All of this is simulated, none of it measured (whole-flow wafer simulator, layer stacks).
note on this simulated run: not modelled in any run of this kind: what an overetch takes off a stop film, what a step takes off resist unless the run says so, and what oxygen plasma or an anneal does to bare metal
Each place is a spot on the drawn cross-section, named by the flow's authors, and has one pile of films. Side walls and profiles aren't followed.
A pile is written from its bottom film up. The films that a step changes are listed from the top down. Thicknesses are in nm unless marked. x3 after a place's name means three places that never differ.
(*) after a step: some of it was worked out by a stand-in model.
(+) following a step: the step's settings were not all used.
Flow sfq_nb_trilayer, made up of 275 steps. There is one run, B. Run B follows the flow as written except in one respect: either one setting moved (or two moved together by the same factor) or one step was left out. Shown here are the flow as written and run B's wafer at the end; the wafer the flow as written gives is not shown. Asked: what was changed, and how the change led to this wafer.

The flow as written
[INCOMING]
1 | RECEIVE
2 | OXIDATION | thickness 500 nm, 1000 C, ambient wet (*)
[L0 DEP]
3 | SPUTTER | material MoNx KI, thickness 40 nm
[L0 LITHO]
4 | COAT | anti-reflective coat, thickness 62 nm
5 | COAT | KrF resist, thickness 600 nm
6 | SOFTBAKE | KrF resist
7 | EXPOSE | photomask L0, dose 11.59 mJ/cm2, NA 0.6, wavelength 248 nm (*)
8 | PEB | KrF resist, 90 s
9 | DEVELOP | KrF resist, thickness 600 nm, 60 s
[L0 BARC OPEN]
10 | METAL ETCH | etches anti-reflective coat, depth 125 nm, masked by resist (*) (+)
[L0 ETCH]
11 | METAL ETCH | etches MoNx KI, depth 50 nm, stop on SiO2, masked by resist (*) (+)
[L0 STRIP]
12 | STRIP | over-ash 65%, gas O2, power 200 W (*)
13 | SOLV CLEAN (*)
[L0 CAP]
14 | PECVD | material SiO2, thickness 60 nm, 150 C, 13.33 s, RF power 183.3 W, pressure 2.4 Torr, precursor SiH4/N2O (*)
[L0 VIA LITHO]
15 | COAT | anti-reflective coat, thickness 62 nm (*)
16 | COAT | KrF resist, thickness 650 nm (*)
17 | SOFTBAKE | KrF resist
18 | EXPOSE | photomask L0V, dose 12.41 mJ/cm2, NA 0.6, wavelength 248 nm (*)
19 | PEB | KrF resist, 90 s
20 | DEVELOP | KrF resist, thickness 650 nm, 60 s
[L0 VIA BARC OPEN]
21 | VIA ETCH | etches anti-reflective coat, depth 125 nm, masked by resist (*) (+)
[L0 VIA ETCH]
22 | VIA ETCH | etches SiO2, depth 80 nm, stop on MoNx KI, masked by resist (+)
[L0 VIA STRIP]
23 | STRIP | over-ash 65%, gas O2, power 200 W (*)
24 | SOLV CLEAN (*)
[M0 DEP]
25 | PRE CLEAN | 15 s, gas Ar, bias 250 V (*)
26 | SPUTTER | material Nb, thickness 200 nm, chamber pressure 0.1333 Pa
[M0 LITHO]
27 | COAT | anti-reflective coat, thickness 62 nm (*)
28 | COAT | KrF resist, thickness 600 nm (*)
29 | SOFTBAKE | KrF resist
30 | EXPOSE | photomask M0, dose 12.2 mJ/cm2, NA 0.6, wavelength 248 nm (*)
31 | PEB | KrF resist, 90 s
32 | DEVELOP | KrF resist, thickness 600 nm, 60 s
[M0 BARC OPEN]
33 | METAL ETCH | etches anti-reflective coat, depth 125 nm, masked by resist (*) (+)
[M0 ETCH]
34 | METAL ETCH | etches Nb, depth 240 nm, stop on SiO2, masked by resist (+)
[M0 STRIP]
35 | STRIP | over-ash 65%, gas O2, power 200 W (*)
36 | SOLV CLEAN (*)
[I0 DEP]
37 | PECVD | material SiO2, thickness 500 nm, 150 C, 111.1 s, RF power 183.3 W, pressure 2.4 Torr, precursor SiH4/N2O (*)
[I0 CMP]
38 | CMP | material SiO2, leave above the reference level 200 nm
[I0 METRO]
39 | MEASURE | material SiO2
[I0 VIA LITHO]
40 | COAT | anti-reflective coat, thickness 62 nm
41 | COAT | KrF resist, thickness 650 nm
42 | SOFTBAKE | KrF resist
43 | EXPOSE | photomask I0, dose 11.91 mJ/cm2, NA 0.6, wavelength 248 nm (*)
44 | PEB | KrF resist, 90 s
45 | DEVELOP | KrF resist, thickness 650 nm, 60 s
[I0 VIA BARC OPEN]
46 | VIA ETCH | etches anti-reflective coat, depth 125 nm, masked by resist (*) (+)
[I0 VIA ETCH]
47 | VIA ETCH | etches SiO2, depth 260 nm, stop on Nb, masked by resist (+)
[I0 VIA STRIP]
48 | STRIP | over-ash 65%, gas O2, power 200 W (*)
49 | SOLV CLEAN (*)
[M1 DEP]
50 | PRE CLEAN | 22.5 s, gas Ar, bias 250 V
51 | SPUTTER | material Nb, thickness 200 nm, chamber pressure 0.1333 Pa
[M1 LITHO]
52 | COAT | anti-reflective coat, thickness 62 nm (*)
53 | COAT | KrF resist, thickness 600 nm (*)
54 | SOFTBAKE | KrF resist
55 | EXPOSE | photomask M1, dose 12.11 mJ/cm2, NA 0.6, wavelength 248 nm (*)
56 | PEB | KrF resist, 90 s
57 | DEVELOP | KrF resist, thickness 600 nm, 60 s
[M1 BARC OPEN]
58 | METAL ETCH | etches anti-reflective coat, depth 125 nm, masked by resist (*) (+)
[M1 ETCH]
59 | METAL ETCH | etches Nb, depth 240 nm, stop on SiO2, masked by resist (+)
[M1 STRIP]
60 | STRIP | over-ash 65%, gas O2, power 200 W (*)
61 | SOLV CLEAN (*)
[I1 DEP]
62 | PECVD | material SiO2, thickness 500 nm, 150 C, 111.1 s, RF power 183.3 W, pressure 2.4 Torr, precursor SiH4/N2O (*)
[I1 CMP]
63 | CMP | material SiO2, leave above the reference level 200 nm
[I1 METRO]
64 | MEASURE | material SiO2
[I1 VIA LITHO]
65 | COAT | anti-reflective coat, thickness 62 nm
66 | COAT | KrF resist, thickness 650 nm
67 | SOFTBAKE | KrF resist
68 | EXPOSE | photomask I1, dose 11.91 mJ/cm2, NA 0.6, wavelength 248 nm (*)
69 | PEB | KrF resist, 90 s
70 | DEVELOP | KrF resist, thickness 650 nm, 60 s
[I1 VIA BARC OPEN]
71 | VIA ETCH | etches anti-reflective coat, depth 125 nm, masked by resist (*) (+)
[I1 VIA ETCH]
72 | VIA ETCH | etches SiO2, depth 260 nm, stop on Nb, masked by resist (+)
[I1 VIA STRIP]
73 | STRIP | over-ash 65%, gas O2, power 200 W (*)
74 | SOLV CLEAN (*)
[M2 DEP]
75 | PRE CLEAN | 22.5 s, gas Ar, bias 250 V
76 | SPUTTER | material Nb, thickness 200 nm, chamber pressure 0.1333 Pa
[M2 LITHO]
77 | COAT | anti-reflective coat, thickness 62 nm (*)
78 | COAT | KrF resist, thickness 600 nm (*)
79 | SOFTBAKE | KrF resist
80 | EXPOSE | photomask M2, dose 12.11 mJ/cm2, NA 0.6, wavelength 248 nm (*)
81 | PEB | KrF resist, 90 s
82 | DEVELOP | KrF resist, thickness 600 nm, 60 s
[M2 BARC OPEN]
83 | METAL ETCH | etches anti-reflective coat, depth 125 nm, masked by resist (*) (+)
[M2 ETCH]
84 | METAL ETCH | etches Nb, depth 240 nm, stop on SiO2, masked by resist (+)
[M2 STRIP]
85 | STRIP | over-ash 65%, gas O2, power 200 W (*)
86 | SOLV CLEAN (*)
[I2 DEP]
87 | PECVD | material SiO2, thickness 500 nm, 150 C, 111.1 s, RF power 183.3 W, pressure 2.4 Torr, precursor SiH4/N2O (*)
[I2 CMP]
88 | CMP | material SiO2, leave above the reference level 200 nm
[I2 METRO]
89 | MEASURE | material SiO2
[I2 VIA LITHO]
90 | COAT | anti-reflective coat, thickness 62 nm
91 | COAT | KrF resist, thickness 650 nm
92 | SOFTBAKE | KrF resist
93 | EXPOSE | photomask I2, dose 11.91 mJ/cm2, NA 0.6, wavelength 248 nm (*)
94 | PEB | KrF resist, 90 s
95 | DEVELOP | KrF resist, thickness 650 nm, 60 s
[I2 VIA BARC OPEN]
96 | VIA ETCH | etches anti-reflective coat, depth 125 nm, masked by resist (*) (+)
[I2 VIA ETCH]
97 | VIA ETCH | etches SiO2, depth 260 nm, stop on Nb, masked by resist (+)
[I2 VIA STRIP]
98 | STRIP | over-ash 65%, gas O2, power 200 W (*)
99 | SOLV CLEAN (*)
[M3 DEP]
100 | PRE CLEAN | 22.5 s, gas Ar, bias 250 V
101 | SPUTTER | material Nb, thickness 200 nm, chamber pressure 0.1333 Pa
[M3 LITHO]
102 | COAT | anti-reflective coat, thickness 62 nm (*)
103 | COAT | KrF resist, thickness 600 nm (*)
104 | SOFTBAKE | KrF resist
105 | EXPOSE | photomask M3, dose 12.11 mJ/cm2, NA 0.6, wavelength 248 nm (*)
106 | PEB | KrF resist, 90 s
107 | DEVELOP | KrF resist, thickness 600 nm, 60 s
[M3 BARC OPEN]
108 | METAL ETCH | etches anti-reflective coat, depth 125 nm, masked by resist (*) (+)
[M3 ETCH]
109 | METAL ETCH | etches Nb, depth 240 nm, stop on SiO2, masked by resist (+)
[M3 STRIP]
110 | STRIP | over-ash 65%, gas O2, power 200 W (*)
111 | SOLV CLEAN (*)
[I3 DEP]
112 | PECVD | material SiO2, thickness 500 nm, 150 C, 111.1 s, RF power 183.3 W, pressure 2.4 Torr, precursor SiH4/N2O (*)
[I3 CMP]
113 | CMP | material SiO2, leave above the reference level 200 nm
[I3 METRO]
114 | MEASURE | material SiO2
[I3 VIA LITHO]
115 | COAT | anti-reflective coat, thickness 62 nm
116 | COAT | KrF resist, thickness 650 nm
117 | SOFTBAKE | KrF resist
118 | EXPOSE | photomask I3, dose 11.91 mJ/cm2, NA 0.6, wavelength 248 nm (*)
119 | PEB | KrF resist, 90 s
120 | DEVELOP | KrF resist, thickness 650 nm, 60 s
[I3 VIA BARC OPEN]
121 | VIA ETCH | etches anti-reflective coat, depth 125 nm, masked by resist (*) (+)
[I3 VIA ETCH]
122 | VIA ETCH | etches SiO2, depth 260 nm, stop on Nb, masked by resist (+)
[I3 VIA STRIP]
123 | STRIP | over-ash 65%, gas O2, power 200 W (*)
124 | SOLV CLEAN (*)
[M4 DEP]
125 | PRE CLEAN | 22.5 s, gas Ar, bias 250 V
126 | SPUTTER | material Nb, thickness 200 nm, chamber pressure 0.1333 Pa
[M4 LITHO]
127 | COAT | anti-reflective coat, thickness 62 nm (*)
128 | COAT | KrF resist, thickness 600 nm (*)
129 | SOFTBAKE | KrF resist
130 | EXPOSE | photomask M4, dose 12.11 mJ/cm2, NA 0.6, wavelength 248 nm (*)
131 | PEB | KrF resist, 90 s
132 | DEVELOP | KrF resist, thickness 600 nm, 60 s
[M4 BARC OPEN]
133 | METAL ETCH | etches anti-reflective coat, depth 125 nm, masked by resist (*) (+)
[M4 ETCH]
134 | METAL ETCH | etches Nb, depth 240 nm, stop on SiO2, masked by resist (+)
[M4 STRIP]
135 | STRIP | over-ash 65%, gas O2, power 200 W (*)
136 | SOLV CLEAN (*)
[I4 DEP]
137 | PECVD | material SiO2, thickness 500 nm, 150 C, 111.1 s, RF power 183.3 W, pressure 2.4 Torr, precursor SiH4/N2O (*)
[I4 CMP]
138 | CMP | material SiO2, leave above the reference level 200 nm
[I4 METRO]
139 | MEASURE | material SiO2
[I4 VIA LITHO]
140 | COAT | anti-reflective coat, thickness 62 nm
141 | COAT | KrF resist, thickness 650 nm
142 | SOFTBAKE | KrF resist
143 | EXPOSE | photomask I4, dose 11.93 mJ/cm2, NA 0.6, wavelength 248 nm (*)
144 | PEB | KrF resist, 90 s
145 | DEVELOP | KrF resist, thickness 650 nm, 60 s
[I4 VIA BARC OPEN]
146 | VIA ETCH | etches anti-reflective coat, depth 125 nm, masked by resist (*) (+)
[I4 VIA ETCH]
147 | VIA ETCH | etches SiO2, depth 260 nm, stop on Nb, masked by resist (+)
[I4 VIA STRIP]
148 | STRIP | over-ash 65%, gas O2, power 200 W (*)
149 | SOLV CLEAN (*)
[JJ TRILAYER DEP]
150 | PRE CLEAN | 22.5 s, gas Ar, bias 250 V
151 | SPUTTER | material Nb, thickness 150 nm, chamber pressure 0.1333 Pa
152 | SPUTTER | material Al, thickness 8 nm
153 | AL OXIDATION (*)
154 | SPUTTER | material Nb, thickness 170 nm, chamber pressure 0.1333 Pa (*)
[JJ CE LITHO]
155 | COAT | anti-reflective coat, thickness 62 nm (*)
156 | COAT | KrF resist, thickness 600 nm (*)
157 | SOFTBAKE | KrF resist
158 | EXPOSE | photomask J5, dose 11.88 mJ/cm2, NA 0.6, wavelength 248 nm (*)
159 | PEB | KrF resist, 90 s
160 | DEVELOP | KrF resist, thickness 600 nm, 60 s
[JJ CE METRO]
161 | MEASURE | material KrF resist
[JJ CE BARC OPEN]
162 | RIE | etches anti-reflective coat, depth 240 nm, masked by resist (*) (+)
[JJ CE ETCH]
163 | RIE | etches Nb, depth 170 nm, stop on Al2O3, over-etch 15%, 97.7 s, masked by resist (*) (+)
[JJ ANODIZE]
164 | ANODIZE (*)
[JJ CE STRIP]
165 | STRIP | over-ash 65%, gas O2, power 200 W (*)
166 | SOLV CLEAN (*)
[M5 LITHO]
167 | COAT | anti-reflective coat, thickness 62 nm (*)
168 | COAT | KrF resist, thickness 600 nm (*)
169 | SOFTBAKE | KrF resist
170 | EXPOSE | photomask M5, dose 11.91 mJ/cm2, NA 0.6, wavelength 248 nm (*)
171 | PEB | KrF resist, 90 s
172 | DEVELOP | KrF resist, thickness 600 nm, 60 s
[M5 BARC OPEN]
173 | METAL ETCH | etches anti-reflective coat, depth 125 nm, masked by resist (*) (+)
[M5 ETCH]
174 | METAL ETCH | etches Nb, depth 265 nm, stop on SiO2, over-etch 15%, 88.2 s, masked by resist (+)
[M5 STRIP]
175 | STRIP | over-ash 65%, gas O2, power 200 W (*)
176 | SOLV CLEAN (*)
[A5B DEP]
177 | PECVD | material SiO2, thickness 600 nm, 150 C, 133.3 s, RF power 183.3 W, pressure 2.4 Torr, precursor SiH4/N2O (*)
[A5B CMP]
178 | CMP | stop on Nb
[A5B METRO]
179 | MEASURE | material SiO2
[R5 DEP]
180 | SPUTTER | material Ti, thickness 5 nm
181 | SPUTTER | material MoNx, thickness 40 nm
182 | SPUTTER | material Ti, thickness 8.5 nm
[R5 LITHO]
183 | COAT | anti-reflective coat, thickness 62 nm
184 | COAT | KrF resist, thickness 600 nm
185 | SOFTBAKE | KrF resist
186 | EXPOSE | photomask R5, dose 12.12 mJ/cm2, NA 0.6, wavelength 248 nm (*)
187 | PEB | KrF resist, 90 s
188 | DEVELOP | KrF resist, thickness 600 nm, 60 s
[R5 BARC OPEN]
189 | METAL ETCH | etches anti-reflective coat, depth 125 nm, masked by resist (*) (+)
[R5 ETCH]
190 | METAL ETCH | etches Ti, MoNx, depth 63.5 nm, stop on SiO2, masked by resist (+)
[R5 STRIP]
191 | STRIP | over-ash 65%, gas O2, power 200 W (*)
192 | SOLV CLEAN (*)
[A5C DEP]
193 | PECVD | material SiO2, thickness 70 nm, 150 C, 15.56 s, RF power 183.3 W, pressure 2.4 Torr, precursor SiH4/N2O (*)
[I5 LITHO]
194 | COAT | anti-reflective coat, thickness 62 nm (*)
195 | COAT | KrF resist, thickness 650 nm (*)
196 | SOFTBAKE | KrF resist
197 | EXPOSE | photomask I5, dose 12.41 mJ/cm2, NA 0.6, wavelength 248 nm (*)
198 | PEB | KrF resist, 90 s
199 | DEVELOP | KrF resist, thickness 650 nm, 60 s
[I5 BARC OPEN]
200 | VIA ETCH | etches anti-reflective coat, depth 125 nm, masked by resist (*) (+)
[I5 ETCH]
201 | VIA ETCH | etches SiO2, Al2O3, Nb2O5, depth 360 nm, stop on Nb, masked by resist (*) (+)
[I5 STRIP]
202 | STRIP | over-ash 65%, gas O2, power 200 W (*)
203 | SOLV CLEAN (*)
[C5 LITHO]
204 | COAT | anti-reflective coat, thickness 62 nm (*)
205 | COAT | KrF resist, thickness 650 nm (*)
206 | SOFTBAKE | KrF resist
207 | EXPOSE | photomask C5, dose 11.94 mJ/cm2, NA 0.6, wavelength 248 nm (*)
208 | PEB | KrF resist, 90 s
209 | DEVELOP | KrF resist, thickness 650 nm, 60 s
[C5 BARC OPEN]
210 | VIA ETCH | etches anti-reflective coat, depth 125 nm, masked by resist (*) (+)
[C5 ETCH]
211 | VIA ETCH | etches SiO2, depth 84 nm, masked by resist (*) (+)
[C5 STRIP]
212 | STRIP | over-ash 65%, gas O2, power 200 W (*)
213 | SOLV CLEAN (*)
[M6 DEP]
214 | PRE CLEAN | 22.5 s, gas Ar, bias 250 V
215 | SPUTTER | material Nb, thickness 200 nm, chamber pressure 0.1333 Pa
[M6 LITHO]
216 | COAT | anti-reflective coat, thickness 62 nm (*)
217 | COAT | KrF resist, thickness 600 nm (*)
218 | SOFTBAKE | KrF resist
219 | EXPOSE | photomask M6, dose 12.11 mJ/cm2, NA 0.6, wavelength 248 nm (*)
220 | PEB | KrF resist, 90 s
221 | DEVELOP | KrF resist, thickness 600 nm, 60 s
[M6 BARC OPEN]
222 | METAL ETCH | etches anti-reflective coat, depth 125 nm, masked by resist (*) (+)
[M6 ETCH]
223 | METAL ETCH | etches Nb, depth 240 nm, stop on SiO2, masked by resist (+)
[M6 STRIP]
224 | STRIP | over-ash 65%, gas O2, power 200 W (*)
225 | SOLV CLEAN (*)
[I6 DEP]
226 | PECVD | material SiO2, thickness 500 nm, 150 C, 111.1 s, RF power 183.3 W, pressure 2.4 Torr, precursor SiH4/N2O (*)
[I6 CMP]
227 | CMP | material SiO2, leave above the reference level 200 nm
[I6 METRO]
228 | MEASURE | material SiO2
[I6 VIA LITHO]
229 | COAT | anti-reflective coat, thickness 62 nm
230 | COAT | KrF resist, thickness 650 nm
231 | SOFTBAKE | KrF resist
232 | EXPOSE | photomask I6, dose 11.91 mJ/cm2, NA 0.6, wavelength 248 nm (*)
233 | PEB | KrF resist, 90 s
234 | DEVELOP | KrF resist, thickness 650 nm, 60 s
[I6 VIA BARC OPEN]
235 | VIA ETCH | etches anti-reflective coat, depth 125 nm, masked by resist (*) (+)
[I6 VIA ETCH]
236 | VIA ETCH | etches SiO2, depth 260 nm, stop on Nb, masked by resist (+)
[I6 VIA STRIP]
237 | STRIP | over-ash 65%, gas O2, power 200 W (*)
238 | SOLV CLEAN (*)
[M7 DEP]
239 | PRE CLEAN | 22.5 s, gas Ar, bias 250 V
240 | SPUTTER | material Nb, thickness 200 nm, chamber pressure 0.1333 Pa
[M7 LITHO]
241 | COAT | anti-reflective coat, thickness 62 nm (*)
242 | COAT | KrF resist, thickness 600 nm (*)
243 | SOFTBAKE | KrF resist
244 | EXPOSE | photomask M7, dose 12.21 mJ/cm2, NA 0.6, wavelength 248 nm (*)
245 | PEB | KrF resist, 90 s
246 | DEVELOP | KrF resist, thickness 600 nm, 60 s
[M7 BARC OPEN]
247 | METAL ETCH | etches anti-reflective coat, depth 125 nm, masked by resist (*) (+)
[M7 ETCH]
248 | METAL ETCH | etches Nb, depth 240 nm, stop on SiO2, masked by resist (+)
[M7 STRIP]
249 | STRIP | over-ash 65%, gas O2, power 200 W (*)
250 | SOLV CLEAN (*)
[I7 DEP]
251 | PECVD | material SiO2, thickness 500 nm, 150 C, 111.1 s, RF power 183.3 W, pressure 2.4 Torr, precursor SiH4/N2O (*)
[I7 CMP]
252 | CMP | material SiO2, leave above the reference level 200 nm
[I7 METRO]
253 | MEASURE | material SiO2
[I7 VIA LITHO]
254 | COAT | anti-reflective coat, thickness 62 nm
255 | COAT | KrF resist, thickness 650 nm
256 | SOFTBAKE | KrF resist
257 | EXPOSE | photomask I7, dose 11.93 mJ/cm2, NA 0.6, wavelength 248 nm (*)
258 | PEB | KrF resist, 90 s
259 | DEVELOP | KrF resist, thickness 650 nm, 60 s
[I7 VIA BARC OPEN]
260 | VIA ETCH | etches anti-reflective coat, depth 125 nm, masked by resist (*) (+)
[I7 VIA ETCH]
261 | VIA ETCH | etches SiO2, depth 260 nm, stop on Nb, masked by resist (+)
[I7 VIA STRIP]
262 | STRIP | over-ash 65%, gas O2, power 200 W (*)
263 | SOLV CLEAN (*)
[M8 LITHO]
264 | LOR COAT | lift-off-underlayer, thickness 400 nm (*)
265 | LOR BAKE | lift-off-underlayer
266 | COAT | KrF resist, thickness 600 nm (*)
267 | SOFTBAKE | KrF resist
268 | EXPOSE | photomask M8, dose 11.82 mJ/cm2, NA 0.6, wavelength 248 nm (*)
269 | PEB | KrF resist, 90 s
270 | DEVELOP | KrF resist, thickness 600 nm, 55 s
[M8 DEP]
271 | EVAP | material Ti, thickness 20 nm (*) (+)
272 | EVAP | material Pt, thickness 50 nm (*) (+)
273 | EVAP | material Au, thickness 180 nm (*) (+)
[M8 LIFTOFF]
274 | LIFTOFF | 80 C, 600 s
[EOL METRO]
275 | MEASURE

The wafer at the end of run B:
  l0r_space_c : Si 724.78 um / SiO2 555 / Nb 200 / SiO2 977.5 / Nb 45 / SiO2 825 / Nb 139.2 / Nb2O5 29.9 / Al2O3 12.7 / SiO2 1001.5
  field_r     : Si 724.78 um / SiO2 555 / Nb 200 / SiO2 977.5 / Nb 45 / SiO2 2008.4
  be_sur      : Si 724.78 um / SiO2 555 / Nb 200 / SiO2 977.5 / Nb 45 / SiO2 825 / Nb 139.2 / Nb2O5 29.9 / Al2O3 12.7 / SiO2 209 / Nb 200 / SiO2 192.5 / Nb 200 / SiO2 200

The reason: step 101, SPUTTER: thickness 285 nm was run, while the flow as written has thickness 200 nm.

The path from the change to this, step by step:
  101 | SPUTTER | material Nb, thickness 200 nm, chamber pressure 0.1333 Pa
      field_l, v_sur, via_wl and 102 more: Nb gains 285 (new film) (in the flow as written it would be: Nb gains 200 (new film))
      via_w: Nb gains 237.1 (in the flow as written it would be: Nb gains 165.5)
  102 | COAT | anti-reflective coat, thickness 62 nm (*)
      via_wl: anti-reflective coat gains 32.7 (new film) (in the flow as written it would be: anti-reflective coat gains 34.2 (new film))
  109 | METAL ETCH | etches Nb, depth 240 nm, stop on SiO2, masked by resist (+)
      field_l, be, be_sur and 72 more: Nb loses 240 (in the flow as written it would be: Nb loses 200 (all of it))
  110 | STRIP | over-ash 65%, gas O2, power 200 W (*)
      via_wl: KrF resist loses 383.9 (all of it), anti-reflective coat loses 32.7 (all of it) (in the flow as written it would be: KrF resist loses 384.2 (all of it), anti-reflective coat loses 34.2 (all of it))
  112 | PECVD | material SiO2, thickness 500 nm, 150 C, 111.1 s, RF power 183.3 W, pressure 2.4 Torr, precursor SiH4/N2O (*)
      field_l, be, be_sur and 64 more: SiO2 gains 500 (new film) (in the flow as written it would be: SiO2 gains 500)
      p4_g1, p4_g2, p3_s0, p3_s1, p3_s2, p3_s3, p3_s4, p3_s5: SiO2 gains 597.1 (new film) (in the flow as written it would be: SiO2 gains 557.1)
  113 | CMP | material SiO2, leave above the reference level 200 nm
      field_l, be, be_sur and 64 more: SiO2 loses 60 (in the flow as written it would be: SiO2 loses 100)
      via_w: SiO2 loses 157.1 (in the flow as written it would be: SiO2 loses 181.6)
Taking metal films that touch as one body, l0r_space_c has 3 bodies (between them, from the top down: SiO2 825; SiO2 977.5); the flow as written gives 2 bodies (between them, from the top down: SiO2 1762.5).
Taking metal films that touch as one body, field_r has 2 bodies (between them, from the top down: SiO2 977.5); the flow as written gives 1 body.
Taking metal films that touch as one body, be_sur has 5 bodies (between them, from the top down: SiO2 192.5; SiO2 209 / Al2O3 12.7 / Nb2O5 29.9; SiO2 825; SiO2 977.5); the flow as written gives 4 bodies (between them, from the top down: SiO2 192.5; SiO2 209 / Al2O3 12.7 / Nb2O5 29.9; SiO2 1762.5).
